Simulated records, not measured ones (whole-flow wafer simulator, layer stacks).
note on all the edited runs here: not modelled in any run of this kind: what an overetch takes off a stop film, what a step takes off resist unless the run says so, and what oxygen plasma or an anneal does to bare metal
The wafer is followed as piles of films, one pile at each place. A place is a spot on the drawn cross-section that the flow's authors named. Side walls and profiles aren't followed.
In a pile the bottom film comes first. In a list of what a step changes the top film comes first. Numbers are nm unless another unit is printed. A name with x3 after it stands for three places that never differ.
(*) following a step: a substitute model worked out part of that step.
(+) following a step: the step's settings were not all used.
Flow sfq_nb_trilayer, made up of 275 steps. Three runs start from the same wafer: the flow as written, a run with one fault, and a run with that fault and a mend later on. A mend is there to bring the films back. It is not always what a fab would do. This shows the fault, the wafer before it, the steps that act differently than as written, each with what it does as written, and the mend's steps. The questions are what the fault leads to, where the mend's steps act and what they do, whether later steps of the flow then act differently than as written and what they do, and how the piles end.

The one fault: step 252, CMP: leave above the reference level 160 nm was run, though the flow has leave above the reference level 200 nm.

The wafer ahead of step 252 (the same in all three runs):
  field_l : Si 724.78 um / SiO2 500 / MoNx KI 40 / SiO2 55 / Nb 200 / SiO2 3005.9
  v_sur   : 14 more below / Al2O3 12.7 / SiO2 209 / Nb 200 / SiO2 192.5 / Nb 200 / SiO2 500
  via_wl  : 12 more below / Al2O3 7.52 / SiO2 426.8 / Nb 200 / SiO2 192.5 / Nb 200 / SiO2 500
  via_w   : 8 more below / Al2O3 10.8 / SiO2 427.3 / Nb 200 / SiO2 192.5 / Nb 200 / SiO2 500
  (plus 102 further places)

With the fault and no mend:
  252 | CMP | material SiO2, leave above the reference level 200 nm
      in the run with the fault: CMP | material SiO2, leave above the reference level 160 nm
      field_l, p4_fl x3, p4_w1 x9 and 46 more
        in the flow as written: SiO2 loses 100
        in the run with the fault: SiO2 loses 140
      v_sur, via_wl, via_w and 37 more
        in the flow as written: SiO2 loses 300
        in the run with the fault: SiO2 loses 340
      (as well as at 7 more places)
  Steps later in the flow that act otherwise than as written (not shown: 4 more steps that differ only slightly, by at most 2% or 0.5 nm, whichever is larger):
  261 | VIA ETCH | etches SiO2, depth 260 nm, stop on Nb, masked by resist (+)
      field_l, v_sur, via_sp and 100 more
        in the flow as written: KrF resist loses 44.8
        in the run with the fault: KrF resist loses 41.3
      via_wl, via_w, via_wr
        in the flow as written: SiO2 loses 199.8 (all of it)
        in the run with the fault: SiO2 loses 159.8 (all of it)
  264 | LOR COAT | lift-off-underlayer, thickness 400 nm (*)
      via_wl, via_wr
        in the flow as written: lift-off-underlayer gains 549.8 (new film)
        in the run with the fault: lift-off-underlayer gains 519.8 (new film)
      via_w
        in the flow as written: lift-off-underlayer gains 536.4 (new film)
        in the run with the fault: lift-off-underlayer gains 509.1 (new film)
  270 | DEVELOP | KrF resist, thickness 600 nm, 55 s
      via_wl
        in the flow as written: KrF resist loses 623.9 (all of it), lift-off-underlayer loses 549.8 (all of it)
        in the run with the fault: KrF resist loses 618.8 (all of it), lift-off-underlayer loses 519.8 (all of it)
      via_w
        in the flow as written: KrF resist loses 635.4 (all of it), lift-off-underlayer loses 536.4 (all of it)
        in the run with the fault: KrF resist loses 628.1 (all of it), lift-off-underlayer loses 509.1 (all of it)
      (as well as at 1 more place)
  The piles end different from the flow's at v_sur, via_sp, via_v and 83 more by more than 2% or 0.5 nm, whichever is larger.
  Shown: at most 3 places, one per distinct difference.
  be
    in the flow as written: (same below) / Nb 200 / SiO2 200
    in the run with the fault: (same below) / Nb 200 / SiO2 160
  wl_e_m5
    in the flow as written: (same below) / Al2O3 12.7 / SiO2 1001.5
    in the run with the fault: (same below) / Al2O3 12.7 / SiO2 961.5
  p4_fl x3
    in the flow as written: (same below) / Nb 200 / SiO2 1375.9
    in the run with the fault: (same below) / Nb 200 / SiO2 1335.9

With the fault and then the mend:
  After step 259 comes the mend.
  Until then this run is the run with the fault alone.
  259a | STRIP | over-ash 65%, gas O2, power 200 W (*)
      field_l, v_sur, via_sp and 100 more
        KrF resist loses 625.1 (all of it), anti-reflective coat loses 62 (all of it)
      via_wl, via_w, via_wr
        anti-reflective coat loses 62 (all of it)
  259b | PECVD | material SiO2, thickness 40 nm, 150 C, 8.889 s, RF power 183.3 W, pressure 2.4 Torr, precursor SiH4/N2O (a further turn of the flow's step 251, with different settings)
      field_l, v_sur, via_wl and 103 more
        SiO2 gains 40
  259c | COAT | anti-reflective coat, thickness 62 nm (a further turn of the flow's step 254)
      field_l, v_sur, via_wl and 103 more
        anti-reflective coat gains 62 (new film)
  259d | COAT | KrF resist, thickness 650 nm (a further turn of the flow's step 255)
      field_l, v_sur, via_wl and 103 more
        KrF resist gains 650 (new film)
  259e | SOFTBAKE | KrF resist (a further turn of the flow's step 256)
      alters no film at any place that is followed
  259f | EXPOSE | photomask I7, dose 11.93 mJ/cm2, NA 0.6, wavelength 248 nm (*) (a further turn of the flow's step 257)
      alters no film at any place that is followed
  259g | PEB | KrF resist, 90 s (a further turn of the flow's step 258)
      field_l, v_sur, via_wl and 103 more
        KrF resist loses 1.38
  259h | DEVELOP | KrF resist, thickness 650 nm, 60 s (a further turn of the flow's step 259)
      field_l, v_sur, via_sp and 100 more
        KrF resist loses 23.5
      via_wl, via_w, via_wr
        KrF resist loses 648.6 (all of it)
  Every later step of the flow that is run acts as written at every place that is followed.
  By the end, the piles equal the flow's at every place that both follow.
